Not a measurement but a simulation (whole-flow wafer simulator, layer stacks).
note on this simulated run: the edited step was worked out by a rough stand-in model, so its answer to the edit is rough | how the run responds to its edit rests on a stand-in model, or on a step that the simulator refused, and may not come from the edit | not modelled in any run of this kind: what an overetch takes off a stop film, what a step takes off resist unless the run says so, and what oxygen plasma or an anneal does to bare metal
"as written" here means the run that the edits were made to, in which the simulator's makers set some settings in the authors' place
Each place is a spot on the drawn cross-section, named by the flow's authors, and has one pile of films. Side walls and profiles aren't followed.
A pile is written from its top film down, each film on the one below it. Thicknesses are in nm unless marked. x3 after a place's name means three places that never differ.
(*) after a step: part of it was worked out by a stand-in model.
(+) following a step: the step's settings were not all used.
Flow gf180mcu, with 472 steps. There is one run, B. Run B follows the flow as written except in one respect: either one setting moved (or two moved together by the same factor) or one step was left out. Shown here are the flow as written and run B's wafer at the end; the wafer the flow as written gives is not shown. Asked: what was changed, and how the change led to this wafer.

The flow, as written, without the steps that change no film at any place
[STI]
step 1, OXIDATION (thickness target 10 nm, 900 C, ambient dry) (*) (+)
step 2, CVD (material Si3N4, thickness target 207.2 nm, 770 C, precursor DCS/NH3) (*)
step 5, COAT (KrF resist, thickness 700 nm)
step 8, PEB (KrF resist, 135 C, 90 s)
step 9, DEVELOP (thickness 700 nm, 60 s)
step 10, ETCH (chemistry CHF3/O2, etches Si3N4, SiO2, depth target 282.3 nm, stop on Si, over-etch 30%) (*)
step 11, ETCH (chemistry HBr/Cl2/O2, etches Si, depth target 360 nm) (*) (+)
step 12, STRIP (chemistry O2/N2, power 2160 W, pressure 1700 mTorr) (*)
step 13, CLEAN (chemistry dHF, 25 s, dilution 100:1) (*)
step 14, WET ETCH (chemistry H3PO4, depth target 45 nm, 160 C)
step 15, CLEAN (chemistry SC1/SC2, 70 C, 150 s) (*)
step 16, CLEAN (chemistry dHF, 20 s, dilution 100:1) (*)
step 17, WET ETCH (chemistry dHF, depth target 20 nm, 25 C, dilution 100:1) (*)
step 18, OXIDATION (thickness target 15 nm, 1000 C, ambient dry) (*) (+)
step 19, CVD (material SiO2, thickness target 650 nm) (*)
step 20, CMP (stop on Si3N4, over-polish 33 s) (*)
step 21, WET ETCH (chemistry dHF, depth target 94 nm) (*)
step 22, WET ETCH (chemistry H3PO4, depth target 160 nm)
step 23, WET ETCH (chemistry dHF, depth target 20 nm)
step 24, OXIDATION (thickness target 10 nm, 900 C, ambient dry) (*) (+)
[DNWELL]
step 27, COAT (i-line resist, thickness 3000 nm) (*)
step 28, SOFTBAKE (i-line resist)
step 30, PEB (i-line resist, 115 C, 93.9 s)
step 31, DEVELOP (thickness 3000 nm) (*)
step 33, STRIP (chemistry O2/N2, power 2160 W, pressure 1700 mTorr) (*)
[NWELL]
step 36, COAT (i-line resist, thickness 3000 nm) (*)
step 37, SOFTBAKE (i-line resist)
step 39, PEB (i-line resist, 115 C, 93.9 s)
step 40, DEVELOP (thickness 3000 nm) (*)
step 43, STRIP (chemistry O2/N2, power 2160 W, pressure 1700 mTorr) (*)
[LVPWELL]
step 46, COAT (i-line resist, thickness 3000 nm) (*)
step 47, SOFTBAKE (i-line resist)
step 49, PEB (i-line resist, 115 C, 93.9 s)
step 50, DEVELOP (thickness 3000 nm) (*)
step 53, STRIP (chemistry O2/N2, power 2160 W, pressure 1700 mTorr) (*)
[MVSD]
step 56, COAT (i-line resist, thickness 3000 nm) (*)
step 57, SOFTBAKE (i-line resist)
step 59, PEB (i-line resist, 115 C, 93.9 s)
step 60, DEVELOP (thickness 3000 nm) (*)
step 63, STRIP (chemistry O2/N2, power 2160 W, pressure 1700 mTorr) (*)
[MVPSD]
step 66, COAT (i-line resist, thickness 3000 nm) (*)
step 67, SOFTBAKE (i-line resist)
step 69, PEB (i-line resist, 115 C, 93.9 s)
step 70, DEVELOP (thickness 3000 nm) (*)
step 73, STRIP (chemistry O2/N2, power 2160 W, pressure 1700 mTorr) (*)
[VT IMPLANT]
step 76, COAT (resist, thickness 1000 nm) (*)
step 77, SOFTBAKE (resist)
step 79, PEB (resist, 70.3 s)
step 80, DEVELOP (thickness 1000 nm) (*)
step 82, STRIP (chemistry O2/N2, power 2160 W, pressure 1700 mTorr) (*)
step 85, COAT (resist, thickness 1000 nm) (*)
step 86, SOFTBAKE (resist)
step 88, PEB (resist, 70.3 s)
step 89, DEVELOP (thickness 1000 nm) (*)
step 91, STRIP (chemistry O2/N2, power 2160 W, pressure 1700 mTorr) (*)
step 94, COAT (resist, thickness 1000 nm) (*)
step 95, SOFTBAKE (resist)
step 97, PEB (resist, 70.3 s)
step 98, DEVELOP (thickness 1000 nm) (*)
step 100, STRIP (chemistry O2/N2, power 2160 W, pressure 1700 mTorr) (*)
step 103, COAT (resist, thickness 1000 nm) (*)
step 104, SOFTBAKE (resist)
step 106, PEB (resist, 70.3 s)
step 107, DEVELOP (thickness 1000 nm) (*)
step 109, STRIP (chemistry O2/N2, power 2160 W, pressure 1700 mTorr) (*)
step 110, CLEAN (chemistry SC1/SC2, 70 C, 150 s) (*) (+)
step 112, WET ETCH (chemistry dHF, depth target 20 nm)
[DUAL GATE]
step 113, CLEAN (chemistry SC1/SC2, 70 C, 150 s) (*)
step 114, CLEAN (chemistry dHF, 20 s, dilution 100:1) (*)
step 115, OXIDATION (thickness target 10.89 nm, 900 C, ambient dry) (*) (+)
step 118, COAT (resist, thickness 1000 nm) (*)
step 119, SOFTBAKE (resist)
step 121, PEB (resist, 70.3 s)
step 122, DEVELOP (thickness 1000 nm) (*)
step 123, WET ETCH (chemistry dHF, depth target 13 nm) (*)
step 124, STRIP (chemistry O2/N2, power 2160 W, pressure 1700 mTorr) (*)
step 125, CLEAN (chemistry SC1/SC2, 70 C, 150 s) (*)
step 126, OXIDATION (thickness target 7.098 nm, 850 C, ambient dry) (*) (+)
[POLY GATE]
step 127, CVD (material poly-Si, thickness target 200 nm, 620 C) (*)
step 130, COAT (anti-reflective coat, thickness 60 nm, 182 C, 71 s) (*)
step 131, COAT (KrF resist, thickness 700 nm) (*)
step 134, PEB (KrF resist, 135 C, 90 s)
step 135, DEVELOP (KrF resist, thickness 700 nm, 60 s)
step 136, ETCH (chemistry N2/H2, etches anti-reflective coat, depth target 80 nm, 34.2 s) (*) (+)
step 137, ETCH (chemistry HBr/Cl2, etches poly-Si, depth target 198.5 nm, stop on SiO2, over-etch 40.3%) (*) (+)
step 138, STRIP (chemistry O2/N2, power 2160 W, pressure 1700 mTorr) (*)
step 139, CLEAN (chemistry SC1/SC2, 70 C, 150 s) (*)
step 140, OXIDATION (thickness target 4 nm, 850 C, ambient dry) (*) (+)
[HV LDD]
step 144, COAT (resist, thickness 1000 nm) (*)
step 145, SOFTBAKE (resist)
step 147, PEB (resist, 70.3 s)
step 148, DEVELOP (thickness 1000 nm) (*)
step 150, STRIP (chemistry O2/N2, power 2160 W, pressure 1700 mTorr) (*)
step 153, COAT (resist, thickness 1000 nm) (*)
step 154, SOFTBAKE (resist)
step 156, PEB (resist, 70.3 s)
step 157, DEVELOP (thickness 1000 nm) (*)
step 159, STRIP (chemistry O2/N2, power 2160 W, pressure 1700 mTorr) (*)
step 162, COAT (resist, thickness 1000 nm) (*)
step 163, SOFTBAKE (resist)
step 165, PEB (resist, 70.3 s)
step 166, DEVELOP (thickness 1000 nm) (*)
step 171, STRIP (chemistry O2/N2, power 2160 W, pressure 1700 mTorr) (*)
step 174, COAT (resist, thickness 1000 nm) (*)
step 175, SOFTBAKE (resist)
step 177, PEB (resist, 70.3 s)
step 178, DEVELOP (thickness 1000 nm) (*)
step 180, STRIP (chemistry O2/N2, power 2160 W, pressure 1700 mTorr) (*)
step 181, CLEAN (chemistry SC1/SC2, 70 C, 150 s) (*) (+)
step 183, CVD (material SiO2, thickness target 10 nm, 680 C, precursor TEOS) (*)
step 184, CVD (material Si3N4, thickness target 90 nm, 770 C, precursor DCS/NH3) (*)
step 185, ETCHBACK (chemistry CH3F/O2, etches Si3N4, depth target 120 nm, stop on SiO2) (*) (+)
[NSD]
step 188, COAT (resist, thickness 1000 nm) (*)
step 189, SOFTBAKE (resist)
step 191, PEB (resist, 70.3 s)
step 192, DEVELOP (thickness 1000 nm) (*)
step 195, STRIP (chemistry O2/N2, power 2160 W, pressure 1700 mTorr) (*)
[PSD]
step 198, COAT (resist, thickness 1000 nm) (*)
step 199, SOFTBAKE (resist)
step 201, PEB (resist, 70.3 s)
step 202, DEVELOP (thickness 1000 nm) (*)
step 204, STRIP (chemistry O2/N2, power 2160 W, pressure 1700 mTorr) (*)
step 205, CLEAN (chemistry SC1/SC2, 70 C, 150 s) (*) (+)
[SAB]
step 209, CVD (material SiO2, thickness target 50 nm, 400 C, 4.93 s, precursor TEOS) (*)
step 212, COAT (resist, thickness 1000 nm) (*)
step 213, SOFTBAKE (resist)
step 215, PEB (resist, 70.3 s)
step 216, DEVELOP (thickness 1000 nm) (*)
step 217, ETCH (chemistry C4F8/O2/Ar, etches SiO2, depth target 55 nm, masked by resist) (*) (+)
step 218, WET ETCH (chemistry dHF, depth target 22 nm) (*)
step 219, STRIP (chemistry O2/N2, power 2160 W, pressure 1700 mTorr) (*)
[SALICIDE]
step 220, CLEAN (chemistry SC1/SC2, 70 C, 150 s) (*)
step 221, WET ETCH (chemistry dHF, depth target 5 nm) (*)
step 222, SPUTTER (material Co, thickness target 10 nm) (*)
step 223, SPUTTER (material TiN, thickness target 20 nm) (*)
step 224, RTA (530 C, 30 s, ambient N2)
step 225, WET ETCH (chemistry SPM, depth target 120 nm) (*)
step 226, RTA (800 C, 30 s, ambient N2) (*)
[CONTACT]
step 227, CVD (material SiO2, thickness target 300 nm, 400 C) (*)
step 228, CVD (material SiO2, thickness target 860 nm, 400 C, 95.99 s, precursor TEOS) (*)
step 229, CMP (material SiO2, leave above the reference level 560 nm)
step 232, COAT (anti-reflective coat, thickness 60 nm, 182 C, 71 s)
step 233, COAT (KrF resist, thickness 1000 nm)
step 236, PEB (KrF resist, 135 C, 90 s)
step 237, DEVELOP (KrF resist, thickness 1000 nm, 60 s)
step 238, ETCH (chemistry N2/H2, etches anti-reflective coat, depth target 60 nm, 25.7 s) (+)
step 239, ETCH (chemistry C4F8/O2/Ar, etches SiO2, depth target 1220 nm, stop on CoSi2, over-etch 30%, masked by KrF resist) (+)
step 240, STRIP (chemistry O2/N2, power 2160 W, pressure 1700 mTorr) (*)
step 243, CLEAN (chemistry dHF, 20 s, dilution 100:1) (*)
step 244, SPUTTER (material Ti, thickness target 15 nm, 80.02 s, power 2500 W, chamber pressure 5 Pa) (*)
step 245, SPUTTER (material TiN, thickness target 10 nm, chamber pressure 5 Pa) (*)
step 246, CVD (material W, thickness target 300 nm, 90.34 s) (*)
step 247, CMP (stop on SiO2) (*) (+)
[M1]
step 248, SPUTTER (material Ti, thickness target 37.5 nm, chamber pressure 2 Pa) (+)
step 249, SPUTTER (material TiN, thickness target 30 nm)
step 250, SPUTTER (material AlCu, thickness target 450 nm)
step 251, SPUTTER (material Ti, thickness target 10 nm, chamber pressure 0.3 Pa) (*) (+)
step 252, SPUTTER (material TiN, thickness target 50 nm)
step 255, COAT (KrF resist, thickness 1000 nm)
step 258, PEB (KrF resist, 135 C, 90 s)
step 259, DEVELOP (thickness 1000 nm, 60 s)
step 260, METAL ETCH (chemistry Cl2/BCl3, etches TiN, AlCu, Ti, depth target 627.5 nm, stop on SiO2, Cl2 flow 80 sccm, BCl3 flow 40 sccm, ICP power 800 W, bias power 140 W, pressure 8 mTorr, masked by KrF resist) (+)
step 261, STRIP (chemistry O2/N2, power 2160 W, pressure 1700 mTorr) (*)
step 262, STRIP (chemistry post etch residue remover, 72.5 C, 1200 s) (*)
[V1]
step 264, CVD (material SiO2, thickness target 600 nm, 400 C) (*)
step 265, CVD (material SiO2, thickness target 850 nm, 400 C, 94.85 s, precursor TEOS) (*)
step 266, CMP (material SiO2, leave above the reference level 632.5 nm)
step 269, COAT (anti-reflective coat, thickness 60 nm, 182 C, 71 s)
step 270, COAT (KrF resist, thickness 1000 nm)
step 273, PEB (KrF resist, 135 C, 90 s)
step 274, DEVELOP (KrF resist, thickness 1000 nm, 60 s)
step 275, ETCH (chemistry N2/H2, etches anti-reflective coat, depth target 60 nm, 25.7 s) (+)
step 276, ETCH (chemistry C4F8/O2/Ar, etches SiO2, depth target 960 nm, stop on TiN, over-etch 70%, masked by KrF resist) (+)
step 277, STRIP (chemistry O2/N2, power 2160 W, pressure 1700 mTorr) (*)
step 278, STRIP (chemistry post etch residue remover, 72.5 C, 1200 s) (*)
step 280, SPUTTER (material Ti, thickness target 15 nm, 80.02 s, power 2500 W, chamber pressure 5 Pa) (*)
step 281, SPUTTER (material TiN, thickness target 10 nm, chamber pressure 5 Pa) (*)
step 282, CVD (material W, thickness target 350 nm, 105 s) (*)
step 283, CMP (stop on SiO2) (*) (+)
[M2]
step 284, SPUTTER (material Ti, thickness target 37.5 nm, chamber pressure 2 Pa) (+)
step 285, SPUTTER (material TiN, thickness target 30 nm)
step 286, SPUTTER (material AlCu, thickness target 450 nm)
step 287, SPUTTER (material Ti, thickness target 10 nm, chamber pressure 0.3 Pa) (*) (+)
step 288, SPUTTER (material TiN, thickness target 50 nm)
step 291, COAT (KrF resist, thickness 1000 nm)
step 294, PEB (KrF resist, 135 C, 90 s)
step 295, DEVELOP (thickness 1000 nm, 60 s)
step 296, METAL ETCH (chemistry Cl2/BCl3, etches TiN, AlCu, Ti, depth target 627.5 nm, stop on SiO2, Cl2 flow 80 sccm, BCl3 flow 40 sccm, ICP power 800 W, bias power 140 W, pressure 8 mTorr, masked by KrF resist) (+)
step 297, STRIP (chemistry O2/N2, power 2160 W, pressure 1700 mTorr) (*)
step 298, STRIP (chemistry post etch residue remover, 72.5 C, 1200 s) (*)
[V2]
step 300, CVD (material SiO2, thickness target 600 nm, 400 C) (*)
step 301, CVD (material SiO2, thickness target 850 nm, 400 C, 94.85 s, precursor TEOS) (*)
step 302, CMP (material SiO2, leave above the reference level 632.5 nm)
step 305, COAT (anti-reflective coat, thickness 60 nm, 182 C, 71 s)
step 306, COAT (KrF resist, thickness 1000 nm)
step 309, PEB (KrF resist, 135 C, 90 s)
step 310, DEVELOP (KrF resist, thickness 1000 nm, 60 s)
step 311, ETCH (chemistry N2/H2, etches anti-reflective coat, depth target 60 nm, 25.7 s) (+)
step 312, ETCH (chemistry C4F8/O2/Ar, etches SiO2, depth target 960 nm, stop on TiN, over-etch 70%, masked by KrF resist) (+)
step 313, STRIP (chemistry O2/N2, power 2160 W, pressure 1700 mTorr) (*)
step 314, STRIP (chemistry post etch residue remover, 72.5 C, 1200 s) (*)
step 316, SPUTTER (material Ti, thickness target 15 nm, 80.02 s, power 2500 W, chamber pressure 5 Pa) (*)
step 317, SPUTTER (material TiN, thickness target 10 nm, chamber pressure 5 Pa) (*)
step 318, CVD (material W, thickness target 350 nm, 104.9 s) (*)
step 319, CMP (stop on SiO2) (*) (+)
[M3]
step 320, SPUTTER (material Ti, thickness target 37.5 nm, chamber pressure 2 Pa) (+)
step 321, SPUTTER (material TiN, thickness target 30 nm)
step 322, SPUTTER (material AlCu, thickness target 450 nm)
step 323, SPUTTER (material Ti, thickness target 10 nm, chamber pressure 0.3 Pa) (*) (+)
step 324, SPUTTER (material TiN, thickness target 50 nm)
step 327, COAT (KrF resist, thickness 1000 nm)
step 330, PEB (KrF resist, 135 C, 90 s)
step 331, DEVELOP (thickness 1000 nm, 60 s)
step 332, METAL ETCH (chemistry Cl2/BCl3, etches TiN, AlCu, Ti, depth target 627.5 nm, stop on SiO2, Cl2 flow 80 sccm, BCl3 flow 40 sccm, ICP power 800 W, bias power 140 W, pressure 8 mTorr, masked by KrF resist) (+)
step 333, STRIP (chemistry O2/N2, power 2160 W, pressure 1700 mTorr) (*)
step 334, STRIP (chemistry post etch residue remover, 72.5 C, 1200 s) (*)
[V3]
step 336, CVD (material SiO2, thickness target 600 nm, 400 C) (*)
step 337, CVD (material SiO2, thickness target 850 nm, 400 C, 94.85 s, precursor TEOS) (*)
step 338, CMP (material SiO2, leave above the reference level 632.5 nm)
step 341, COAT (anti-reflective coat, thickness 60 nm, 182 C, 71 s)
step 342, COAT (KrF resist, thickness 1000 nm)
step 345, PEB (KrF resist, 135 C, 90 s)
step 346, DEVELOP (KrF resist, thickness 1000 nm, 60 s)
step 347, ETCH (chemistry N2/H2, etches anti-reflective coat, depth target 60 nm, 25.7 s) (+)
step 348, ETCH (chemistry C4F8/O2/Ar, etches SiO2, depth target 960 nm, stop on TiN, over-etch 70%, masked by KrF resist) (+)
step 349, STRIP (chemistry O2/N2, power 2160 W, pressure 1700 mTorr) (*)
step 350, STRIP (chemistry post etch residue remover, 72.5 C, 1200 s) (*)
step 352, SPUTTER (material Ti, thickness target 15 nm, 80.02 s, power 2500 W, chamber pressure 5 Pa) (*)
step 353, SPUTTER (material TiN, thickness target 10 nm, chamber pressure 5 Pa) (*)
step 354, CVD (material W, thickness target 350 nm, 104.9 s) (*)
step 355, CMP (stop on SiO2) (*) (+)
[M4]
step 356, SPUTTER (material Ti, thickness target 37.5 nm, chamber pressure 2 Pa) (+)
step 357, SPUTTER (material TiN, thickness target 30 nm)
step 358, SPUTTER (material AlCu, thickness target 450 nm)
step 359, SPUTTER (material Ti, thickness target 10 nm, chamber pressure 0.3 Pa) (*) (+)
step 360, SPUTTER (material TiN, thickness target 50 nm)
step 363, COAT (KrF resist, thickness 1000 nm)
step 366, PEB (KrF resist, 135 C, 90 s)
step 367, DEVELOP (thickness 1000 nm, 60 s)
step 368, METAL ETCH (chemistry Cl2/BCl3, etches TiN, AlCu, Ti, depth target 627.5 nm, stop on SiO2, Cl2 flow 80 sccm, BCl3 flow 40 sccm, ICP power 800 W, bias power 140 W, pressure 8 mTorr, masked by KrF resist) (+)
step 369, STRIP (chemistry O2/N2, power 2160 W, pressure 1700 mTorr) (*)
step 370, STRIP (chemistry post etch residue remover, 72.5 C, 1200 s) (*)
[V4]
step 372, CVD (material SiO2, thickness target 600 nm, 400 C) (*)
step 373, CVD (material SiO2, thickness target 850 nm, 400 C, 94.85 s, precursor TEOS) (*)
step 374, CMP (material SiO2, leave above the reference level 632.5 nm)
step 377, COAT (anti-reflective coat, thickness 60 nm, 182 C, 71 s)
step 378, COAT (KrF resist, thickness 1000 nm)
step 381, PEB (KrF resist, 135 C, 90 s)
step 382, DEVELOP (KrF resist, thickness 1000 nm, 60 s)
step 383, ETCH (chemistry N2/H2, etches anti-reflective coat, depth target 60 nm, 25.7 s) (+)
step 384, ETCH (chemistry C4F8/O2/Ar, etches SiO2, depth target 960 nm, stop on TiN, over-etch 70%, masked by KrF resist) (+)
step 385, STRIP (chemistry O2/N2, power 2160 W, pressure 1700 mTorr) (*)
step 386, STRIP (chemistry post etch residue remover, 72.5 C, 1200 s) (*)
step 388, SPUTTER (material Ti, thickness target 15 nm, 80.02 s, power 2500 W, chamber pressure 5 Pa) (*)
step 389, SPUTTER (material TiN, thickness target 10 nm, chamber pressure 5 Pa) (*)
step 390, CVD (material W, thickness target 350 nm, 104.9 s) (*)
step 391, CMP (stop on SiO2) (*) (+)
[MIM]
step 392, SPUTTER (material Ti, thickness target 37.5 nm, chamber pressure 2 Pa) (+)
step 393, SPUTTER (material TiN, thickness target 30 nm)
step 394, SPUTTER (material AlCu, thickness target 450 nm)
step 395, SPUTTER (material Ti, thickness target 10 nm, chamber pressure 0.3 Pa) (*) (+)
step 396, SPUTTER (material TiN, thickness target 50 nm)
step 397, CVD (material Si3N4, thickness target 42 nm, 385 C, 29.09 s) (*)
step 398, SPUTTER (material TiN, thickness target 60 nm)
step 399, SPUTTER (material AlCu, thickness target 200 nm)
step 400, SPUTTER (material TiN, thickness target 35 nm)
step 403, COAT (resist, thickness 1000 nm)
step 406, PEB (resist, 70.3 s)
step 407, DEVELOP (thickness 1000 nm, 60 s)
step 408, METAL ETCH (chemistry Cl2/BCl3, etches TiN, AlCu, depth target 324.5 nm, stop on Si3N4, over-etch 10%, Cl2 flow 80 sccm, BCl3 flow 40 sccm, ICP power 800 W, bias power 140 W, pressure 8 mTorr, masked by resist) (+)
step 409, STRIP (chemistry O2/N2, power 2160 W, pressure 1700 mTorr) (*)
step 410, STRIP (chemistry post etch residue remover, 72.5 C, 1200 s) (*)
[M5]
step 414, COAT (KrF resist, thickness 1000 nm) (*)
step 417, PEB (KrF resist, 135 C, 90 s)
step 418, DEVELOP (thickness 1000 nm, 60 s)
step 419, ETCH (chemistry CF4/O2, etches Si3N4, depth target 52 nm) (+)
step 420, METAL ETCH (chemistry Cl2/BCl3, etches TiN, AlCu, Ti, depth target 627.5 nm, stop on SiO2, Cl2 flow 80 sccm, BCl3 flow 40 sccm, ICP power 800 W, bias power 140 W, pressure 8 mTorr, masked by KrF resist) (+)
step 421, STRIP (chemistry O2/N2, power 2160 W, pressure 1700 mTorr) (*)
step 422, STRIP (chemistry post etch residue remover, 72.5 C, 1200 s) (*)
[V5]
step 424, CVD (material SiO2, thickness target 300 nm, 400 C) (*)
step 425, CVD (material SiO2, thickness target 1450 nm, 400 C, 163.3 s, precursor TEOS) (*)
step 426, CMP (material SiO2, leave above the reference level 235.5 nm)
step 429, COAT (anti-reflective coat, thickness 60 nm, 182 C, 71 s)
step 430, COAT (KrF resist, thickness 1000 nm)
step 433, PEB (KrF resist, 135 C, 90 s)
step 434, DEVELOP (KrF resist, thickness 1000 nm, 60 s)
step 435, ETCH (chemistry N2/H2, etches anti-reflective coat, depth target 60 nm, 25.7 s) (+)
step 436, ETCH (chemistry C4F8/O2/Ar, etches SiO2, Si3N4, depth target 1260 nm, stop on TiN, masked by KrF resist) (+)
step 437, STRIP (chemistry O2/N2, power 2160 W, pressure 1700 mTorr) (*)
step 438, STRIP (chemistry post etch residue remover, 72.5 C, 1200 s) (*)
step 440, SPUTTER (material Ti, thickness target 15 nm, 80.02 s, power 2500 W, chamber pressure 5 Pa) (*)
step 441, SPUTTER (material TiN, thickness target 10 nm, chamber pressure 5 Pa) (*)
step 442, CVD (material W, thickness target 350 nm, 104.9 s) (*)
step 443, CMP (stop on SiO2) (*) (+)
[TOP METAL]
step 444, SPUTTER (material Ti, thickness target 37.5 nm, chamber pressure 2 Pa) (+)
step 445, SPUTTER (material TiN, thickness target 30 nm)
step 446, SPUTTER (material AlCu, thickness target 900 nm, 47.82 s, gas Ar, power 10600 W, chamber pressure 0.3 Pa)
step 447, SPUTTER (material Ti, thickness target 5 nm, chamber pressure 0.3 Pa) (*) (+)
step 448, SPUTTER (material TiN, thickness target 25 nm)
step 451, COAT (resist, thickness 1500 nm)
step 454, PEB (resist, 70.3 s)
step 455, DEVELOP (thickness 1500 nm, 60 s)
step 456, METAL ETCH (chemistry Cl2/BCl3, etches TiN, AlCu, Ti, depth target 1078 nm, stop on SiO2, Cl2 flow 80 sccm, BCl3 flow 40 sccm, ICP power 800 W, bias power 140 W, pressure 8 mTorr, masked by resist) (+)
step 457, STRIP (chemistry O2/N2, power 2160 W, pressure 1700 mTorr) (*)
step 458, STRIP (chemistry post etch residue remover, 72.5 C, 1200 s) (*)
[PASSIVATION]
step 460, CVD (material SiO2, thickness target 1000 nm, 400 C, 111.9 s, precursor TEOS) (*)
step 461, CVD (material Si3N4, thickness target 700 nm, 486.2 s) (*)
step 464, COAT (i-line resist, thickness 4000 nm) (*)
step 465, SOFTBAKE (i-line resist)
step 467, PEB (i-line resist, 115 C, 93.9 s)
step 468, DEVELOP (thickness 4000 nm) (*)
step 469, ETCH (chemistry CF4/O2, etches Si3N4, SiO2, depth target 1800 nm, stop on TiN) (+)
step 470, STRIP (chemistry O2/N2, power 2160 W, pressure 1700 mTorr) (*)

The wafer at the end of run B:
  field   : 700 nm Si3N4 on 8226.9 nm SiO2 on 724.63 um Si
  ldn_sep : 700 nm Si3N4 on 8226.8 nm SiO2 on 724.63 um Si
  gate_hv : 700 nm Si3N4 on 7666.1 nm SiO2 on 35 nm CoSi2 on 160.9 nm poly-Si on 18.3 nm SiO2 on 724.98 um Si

The reason: step 115, OXIDATION: thickness target 15.35 nm was run, while the flow as written has thickness target 10.89 nm.

How this came from the change, step by step:
  step 115, OXIDATION (thickness target 10.89 nm, 900 C, ambient dry) (*) (+)
      active, n_well, p_well and 40 more: SiO2 gains 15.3 (new film), Si loses 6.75 (as written it would have been: SiO2 gains 10.9 (new film), Si loses 4.79)
      sti, mim_1p0, pad and 19 more: SiO2 gains 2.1, Si loses 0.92 (as written it would have been: SiO2 gains 1.22, Si loses 0.54)
      (as well as at 27 more places)
  step 123, WET ETCH (chemistry dHF, depth target 13 nm) (*)
      active, n_well, p_well and 12 more: SiO2 loses 13 (as written it would have been: SiO2 loses 10.9 (all of it))
  step 124, STRIP (chemistry O2/N2, power 2160 W, pressure 1700 mTorr) (*)
      active, n_well, p_well and 12 more: nothing (as written it would have been: chemical SiO2 gains 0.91 (new film), Si loses 0.4)
  step 126, OXIDATION (thickness target 7.098 nm, 850 C, ambient dry) (*) (+)
      active, n_well, p_well and 12 more: SiO2 gains 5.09, Si loses 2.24 (as written it would have been: SiO2 gains 7.1 (new film), chemical SiO2 loses 0.76 (all of it), Si loses 2.79)
  step 130, COAT (anti-reflective coat, thickness 60 nm, 182 C, 71 s) (*)
      p_well, spacer, sd_n: anti-reflective coat gains 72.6 (new film) (as written it would have been: anti-reflective coat gains 70.9 (new film))
      ld_fp_p, ld_drift_p: anti-reflective coat gains 48.8 (new film) (as written it would have been: anti-reflective coat gains 47.8 (new film))
      (as well as at 4 more places)
  step 136, ETCH (chemistry N2/H2, etches anti-reflective coat, depth target 80 nm, 34.2 s) (*) (+)
      p_well, spacer, sd_n: anti-reflective coat loses 72.6 (all of it), poly-Si loses 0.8 (as written it would have been: anti-reflective coat loses 70.9 (all of it), poly-Si loses 0.85)
      ldn_dft, ldp_dft: anti-reflective coat loses 49.7 (all of it), poly-Si loses 1.39 (as written it would have been: anti-reflective coat loses 48.7 (all of it), poly-Si loses 1.42)
      (as well as at 1 more place)
  step 138, STRIP (chemistry O2/N2, power 2160 W, pressure 1700 mTorr) (*)
      ld_fp_p: chemical SiO2 gains 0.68 (new film), KrF resist loses 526 (all of it), anti-reflective coat loses 48.8 (all of it), poly-Si loses 0.3 (as written it would have been: chemical SiO2 gains 0.68 (new film), KrF resist loses 526.2 (all of it), anti-reflective coat loses 47.8 (all of it), poly-Si loses 0.3)
      ldn_fp: chemical SiO2 gains 0.68 (new film), KrF resist loses 530 (all of it), anti-reflective coat loses 49.5 (all of it), poly-Si loses 0.3 (as written it would have been: chemical SiO2 gains 0.68 (new film), KrF resist loses 530.2 (all of it), anti-reflective coat loses 48.5 (all of it), poly-Si loses 0.3)
      (as well as at 1 more place)
  step 189, SOFTBAKE (resist)
      field__w9: resist loses 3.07 (as written it would have been: resist gains 6.92)
      active_hv: resist loses 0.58 (as written it would have been: resist gains 2.68)
      (as well as at 1 more place)
  step 199, SOFTBAKE (resist)
      field__w9: resist loses 3.07 (as written it would have been: resist gains 6.92)
      active_hv: resist loses 0.58 (as written it would have been: resist gains 2.68)
      (as well as at 1 more place)
  step 218, WET ETCH (chemistry dHF, depth target 22 nm) (*)
      ldn_tap, ldn_src, ldn_drn, ldp_tap, ldp_src, ldp_drn, ldp_gr: SiO2 loses 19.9 (all of it) (as written it would have been: SiO2 loses 16 (all of it))
      ld_drn_n, ld_sd_p: SiO2 loses 18.8 (all of it) (as written it would have been: SiO2 loses 14.8 (all of it))
      (as well as at 5 more places)
